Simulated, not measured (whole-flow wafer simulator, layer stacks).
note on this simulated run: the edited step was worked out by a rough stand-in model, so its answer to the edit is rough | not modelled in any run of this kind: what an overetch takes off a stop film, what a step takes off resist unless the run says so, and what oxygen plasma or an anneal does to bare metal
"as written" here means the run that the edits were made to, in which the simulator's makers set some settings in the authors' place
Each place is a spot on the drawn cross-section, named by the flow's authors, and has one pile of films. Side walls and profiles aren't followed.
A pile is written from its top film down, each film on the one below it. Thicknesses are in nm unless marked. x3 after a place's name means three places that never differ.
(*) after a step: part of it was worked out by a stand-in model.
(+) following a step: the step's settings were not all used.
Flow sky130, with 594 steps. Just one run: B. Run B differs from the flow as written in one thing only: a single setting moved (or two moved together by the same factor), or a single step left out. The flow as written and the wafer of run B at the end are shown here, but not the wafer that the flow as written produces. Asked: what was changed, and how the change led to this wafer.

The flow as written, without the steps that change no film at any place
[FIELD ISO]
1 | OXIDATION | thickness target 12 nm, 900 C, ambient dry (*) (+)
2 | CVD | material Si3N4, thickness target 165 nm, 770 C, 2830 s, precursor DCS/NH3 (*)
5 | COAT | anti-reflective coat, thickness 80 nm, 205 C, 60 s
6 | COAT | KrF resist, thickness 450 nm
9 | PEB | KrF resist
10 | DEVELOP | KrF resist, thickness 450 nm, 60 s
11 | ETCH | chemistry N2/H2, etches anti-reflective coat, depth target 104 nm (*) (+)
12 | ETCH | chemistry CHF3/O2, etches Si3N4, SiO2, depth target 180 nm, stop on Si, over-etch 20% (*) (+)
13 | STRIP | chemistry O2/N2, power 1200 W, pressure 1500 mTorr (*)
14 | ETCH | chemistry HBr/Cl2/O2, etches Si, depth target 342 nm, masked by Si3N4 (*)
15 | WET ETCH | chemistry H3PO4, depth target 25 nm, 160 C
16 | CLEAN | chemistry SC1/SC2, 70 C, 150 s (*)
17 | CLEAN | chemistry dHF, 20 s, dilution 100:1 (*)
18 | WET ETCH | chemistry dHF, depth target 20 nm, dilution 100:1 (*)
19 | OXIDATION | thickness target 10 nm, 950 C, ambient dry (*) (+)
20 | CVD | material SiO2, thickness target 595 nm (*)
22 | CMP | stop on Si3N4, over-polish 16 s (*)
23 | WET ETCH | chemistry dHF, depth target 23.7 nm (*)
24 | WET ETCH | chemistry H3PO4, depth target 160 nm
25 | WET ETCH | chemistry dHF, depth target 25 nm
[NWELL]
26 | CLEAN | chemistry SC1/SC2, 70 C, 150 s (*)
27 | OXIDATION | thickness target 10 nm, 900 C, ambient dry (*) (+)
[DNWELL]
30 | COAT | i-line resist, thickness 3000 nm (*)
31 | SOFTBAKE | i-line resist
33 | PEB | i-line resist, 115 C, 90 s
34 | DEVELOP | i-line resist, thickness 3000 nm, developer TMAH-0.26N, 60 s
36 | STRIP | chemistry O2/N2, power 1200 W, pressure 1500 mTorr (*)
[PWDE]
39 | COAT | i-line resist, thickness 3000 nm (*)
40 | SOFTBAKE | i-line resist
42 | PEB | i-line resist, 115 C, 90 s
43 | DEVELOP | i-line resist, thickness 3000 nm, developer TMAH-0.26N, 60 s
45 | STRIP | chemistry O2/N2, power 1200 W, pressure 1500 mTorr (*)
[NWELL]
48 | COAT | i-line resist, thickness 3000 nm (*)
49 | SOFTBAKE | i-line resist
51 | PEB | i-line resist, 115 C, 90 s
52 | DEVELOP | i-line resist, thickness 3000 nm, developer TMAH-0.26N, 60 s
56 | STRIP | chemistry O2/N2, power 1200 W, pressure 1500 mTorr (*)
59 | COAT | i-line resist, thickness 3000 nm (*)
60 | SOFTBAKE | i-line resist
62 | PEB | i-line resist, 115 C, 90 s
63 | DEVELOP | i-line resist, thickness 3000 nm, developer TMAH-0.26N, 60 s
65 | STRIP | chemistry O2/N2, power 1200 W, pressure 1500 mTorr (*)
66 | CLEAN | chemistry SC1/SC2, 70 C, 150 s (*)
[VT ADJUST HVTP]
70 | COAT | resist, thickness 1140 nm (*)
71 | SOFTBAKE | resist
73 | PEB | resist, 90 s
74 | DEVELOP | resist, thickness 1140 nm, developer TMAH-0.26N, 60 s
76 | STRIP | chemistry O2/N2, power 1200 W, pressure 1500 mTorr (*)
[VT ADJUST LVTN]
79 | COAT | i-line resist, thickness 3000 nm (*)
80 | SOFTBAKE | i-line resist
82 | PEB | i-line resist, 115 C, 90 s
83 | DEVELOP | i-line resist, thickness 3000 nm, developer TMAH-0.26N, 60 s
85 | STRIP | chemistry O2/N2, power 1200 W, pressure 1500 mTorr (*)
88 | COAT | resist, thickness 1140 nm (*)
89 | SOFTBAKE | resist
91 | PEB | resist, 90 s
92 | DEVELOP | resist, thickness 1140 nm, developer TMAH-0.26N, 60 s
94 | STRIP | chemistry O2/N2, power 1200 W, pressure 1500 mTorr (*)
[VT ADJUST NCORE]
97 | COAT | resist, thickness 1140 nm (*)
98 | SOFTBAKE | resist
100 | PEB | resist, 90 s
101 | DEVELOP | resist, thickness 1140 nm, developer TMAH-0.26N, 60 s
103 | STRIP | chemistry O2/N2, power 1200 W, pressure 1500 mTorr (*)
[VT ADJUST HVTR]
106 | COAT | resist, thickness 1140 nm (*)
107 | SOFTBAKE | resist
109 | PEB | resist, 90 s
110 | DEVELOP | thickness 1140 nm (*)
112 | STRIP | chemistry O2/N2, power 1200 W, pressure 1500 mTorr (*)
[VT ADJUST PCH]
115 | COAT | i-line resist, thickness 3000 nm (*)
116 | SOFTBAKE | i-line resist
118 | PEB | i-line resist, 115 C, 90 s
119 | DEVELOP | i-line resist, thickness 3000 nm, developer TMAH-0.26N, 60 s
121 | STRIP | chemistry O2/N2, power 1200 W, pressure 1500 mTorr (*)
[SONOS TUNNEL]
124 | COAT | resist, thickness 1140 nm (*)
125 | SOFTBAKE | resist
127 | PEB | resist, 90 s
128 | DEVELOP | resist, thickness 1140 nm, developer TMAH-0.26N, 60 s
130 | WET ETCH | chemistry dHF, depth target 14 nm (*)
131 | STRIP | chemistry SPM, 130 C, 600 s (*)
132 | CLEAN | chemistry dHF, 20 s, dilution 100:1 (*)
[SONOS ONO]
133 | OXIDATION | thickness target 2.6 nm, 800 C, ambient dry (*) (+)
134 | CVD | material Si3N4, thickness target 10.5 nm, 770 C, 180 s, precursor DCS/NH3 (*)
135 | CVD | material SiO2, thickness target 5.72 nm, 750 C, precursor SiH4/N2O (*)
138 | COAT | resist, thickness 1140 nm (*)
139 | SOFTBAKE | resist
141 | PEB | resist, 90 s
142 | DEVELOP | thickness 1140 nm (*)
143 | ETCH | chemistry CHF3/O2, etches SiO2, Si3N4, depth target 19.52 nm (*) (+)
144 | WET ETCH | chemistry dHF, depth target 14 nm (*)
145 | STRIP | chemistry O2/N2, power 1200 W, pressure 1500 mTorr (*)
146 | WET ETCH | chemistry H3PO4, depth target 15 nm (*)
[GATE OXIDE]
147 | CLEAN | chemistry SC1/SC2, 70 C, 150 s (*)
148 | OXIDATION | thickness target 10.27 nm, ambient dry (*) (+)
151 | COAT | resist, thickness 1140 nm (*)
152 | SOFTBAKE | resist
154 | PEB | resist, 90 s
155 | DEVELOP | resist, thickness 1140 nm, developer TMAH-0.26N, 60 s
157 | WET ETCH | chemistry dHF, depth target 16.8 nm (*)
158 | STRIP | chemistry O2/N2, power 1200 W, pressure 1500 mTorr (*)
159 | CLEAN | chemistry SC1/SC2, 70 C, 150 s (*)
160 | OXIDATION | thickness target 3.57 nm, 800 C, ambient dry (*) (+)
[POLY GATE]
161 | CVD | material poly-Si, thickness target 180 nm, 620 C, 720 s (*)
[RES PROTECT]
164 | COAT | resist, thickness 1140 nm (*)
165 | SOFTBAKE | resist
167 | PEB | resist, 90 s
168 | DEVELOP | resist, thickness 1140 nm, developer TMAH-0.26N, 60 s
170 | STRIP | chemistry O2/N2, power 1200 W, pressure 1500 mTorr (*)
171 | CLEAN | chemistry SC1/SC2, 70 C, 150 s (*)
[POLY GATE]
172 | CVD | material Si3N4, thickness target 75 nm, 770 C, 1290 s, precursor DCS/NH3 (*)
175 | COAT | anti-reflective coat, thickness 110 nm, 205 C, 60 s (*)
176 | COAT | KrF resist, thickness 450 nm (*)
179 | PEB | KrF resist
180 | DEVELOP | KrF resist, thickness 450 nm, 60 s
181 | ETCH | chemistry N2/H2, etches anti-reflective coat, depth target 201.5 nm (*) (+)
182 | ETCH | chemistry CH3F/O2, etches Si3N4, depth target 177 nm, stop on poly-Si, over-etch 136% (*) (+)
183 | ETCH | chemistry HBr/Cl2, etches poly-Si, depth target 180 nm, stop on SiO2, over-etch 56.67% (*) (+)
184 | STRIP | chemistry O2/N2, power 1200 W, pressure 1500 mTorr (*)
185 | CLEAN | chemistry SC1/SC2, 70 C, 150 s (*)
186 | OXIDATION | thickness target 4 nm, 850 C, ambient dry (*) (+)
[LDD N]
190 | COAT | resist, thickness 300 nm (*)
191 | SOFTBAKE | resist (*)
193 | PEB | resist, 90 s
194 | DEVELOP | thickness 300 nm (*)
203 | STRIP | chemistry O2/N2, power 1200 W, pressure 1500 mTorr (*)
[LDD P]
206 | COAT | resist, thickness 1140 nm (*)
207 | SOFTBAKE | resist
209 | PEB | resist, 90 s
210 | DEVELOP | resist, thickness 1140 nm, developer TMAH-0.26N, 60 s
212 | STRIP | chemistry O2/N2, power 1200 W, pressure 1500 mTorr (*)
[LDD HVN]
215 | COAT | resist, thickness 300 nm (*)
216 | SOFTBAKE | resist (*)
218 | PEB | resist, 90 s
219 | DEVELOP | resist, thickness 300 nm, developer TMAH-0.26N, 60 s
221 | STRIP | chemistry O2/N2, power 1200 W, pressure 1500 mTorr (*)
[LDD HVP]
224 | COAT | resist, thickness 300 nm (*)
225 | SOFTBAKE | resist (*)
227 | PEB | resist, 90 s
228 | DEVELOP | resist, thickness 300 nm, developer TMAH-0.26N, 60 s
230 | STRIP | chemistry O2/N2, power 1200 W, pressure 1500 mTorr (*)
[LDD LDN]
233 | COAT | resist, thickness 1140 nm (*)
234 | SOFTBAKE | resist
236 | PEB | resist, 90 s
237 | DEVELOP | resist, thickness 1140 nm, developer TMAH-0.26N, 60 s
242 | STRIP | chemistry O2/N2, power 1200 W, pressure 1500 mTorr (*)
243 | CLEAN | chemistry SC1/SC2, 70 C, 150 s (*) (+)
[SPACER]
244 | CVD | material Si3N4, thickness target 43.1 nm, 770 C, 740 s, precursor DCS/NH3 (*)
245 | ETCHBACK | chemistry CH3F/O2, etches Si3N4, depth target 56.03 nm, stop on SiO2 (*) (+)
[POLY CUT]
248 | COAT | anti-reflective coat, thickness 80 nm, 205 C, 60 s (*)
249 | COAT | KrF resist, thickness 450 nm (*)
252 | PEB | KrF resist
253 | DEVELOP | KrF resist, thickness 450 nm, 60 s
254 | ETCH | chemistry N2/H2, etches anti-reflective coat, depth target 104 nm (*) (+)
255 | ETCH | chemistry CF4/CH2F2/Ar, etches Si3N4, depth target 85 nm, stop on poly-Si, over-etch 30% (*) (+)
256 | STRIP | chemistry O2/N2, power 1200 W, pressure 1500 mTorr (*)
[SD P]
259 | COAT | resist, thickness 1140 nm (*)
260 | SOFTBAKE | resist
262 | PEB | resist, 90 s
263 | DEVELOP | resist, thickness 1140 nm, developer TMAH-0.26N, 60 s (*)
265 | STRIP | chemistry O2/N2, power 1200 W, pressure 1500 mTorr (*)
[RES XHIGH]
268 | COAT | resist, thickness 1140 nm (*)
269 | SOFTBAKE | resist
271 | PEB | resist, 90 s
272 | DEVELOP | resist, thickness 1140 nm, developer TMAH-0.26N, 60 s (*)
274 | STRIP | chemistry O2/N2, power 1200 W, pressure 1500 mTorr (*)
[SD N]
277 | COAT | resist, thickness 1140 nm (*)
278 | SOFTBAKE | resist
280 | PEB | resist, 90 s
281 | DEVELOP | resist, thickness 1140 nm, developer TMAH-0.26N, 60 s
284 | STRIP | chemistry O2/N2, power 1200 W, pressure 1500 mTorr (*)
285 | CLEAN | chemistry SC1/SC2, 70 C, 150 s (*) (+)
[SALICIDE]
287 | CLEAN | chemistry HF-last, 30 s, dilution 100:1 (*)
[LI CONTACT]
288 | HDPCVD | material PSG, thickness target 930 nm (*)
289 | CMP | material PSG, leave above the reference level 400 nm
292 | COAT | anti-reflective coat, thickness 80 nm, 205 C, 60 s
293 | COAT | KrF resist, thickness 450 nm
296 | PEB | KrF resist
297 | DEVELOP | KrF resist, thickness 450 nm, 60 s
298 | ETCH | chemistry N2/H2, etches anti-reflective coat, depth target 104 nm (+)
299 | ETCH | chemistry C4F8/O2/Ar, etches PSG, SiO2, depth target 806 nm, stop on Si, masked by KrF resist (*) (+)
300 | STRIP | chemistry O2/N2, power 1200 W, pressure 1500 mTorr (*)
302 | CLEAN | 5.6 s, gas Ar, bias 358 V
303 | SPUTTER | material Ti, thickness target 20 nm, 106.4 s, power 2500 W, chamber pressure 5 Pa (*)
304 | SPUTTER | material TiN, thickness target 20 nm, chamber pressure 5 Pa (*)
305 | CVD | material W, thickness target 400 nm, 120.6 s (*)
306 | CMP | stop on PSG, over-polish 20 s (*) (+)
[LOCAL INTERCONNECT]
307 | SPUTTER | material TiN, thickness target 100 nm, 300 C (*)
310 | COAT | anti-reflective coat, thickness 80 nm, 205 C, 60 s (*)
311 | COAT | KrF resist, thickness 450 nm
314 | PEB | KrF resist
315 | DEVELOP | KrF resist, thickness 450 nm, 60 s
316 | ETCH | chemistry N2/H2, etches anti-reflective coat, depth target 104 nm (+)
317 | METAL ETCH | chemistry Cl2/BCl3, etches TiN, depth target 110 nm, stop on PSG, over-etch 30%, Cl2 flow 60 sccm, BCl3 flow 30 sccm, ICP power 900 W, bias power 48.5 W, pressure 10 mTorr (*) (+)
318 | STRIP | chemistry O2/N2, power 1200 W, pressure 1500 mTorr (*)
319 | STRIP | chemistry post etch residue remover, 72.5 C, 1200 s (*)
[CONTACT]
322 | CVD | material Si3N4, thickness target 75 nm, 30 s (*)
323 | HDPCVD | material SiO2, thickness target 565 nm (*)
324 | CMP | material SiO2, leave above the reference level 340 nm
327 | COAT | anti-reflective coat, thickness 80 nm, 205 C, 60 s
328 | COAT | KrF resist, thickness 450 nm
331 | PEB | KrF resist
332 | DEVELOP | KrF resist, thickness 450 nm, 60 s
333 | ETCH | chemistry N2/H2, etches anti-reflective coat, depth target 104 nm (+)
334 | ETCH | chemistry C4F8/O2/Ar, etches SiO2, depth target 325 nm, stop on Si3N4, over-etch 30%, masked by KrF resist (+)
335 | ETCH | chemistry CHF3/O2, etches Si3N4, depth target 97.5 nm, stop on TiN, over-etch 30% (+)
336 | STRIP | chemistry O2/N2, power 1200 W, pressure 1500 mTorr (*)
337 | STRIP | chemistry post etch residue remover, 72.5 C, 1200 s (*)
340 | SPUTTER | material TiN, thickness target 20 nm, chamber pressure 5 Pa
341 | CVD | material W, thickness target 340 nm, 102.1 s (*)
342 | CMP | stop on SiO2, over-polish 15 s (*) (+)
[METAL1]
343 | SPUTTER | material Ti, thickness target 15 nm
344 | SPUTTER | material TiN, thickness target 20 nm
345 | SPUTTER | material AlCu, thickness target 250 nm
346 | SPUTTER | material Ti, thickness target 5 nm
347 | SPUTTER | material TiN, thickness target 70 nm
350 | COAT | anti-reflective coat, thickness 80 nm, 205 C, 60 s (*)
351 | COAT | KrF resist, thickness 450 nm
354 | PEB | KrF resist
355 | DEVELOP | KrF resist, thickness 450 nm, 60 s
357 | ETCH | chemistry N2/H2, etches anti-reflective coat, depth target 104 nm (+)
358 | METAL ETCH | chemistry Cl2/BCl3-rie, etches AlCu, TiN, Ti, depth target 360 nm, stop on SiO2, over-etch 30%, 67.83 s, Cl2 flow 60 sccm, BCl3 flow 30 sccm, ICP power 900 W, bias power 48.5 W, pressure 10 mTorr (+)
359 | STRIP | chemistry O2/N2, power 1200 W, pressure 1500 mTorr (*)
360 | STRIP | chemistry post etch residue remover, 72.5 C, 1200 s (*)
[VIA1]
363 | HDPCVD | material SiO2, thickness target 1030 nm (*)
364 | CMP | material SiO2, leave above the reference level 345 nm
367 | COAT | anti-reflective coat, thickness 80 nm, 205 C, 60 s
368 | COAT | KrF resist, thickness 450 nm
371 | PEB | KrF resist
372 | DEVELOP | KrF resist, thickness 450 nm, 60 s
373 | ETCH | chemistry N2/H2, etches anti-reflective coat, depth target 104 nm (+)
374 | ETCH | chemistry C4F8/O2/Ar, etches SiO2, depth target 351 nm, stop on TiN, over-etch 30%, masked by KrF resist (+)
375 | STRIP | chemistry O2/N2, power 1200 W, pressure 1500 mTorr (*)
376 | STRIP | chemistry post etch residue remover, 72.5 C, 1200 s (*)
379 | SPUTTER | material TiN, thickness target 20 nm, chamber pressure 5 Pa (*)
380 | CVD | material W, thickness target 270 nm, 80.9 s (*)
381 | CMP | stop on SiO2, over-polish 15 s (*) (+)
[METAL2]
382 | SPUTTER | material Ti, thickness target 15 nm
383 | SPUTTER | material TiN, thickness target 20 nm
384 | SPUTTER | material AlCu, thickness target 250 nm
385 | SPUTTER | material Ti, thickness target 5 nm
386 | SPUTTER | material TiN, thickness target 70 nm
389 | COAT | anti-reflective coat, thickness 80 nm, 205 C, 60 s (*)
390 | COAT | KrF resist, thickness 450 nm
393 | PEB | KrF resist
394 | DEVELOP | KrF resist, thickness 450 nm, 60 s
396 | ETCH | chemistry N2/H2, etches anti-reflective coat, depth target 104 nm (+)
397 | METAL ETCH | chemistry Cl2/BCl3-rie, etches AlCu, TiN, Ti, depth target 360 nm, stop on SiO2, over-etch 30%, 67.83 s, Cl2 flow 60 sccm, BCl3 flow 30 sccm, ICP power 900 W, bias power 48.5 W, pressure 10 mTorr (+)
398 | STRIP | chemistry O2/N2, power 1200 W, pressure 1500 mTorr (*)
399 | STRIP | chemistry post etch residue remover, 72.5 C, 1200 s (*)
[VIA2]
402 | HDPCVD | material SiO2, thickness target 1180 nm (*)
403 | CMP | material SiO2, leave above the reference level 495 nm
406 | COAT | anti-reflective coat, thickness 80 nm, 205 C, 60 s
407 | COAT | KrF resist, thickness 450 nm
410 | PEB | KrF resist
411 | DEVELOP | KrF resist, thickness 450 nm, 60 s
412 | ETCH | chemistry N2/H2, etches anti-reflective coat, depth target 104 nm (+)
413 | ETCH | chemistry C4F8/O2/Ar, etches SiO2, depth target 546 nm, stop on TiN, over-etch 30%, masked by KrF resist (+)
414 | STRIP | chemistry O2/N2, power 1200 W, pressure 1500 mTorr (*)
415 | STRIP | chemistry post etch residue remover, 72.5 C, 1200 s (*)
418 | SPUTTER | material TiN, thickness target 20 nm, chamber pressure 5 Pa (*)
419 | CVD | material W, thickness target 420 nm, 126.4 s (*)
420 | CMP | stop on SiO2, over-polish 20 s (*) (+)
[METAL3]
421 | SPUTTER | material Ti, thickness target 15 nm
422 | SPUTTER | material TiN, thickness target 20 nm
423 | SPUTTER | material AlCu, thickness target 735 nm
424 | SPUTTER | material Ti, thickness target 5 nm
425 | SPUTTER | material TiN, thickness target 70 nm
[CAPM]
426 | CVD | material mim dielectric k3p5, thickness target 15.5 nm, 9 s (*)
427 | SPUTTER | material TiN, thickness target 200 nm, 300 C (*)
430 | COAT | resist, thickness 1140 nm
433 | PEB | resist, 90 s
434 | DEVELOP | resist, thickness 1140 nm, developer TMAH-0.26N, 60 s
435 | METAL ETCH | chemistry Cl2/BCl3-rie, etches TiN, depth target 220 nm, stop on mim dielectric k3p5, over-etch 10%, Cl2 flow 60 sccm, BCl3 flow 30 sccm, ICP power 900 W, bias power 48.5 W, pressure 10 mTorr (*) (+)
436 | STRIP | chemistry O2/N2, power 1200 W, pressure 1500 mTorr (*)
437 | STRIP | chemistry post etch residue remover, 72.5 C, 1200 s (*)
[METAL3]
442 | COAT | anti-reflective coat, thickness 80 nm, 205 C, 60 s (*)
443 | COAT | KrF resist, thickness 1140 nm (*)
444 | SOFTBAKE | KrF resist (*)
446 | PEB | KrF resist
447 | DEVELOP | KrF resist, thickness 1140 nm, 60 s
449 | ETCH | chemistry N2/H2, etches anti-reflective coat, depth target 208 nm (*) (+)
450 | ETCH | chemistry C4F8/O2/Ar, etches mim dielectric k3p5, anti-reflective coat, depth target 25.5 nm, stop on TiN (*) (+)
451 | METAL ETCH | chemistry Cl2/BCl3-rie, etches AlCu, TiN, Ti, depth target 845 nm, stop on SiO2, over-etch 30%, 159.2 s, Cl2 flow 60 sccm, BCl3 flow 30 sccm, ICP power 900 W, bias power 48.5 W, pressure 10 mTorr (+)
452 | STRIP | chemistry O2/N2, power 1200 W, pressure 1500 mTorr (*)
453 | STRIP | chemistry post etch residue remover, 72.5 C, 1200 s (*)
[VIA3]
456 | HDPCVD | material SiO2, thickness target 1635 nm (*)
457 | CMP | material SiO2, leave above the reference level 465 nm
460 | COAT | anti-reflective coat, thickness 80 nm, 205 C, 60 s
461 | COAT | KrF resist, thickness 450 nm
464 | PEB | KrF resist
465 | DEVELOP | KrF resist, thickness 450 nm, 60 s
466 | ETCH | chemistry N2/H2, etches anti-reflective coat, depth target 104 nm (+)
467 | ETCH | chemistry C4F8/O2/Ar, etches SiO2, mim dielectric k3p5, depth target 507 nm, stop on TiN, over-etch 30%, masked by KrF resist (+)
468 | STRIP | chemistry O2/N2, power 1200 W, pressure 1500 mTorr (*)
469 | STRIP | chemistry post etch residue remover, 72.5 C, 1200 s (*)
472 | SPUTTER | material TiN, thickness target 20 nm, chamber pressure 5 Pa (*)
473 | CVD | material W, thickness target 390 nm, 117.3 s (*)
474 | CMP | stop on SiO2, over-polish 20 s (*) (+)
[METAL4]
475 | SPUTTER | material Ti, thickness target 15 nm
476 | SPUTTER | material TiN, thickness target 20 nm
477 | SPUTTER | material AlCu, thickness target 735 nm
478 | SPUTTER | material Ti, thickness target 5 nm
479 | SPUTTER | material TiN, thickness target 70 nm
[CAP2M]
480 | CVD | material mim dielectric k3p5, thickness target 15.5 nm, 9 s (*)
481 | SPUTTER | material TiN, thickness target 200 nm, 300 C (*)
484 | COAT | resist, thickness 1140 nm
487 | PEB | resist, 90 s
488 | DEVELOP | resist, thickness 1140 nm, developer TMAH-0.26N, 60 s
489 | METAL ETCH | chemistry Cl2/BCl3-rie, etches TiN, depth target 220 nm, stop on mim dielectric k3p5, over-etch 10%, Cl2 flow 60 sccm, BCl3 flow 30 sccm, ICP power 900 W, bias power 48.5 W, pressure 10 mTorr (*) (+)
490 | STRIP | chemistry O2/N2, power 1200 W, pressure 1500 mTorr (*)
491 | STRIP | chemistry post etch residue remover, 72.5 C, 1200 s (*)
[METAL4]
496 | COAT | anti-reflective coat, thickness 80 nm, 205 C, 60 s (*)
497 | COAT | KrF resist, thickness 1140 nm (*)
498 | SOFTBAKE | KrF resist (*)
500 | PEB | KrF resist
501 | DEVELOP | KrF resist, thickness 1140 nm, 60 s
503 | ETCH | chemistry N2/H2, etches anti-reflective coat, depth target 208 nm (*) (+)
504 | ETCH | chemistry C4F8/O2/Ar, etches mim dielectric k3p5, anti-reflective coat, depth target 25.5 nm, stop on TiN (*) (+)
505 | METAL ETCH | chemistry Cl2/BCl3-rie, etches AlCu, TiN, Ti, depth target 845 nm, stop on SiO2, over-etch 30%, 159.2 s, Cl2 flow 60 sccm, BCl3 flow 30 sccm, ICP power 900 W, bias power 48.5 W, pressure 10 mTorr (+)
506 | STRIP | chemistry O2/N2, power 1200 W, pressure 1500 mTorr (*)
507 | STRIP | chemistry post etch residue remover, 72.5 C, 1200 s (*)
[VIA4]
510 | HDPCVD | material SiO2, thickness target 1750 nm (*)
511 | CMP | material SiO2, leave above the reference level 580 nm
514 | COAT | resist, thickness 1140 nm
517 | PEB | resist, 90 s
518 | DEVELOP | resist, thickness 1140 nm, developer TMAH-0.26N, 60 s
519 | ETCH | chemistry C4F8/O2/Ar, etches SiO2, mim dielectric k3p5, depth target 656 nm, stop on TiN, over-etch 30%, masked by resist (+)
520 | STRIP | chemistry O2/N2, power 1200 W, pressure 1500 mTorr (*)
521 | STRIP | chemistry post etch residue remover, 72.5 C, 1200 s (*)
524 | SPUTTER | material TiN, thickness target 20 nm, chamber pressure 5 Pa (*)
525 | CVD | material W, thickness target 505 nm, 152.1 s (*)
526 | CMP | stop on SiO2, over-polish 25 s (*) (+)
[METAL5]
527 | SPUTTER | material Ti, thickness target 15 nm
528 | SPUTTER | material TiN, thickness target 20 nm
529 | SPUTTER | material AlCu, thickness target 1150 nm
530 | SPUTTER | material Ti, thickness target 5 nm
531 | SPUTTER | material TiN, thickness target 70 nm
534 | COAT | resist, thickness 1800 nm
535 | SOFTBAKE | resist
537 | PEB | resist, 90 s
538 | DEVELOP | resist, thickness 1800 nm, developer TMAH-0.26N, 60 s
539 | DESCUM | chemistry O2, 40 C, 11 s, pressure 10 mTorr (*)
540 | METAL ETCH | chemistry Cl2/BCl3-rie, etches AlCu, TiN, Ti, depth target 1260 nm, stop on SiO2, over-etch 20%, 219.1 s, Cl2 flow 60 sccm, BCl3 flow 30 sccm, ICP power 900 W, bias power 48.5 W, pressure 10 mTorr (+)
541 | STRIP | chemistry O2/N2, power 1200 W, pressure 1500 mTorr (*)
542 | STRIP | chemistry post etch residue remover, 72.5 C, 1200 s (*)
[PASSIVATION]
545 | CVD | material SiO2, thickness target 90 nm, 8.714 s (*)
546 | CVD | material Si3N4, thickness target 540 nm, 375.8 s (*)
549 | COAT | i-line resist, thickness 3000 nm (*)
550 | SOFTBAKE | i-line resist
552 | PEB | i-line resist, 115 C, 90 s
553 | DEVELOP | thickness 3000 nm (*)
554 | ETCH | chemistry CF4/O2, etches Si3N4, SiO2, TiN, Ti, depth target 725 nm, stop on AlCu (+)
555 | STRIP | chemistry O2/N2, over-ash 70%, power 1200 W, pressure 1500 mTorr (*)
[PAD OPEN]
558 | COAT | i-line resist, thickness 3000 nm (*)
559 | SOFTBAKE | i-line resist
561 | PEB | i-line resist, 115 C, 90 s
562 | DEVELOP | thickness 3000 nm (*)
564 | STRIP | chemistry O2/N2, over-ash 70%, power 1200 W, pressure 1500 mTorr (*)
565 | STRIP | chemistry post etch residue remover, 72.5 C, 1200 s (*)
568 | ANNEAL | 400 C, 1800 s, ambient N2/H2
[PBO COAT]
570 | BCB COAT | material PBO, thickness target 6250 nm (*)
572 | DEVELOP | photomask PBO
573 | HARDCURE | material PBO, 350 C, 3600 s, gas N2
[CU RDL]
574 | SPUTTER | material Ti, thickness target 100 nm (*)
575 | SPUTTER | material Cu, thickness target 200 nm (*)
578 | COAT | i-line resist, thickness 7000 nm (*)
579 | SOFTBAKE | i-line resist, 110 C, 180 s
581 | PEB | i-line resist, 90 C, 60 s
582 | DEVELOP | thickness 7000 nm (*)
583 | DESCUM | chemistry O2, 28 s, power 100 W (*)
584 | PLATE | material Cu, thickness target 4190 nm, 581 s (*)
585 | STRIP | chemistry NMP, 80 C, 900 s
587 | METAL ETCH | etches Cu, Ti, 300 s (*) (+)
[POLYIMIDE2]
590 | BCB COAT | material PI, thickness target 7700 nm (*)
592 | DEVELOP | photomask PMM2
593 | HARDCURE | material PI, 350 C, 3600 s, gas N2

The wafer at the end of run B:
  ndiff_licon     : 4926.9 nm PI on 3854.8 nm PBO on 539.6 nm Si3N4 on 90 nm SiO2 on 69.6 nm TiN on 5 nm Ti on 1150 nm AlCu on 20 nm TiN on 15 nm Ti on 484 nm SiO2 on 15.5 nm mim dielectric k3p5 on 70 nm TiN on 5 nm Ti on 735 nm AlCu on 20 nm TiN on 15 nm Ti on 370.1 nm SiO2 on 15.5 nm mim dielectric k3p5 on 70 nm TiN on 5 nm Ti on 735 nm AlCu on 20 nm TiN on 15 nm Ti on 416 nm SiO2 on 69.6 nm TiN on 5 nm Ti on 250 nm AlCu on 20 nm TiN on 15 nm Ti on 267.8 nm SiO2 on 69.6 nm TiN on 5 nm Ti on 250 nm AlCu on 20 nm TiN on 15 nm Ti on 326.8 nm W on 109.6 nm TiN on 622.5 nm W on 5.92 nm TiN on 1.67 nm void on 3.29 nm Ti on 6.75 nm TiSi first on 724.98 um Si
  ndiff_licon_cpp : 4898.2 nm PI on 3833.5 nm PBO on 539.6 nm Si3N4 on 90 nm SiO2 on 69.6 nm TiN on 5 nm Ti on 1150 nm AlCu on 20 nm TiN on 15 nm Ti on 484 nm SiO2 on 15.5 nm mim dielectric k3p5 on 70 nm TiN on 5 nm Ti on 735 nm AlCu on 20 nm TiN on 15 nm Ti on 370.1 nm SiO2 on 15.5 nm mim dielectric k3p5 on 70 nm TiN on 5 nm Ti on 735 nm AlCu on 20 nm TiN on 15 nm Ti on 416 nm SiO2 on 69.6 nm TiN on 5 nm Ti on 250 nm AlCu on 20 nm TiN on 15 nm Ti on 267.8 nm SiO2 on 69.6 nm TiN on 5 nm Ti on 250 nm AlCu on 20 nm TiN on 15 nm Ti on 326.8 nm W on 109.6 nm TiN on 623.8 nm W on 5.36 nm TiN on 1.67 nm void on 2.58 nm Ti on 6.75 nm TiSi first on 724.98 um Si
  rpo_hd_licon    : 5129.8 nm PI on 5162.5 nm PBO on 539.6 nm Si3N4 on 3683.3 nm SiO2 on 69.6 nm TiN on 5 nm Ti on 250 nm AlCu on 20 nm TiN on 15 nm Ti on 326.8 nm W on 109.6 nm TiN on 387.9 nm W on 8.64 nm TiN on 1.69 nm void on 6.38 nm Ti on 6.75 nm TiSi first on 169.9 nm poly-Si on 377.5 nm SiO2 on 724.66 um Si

The reason: step 304, SPUTTER: chamber pressure 3.2 Pa was run, though the flow has chamber pressure 5 Pa.

How this came from the change, step by step:
  304 | SPUTTER | material TiN, thickness target 20 nm, chamber pressure 5 Pa (*)
      ndiff_licon: TiN gains 5.92 (new film) (it would be, as written: TiN gains 6.83 (new film))
      ndiff_licon_cpp: TiN gains 5.36 (new film) (it would be, as written: TiN gains 6.17 (new film))
      (as well as at 1 more place)
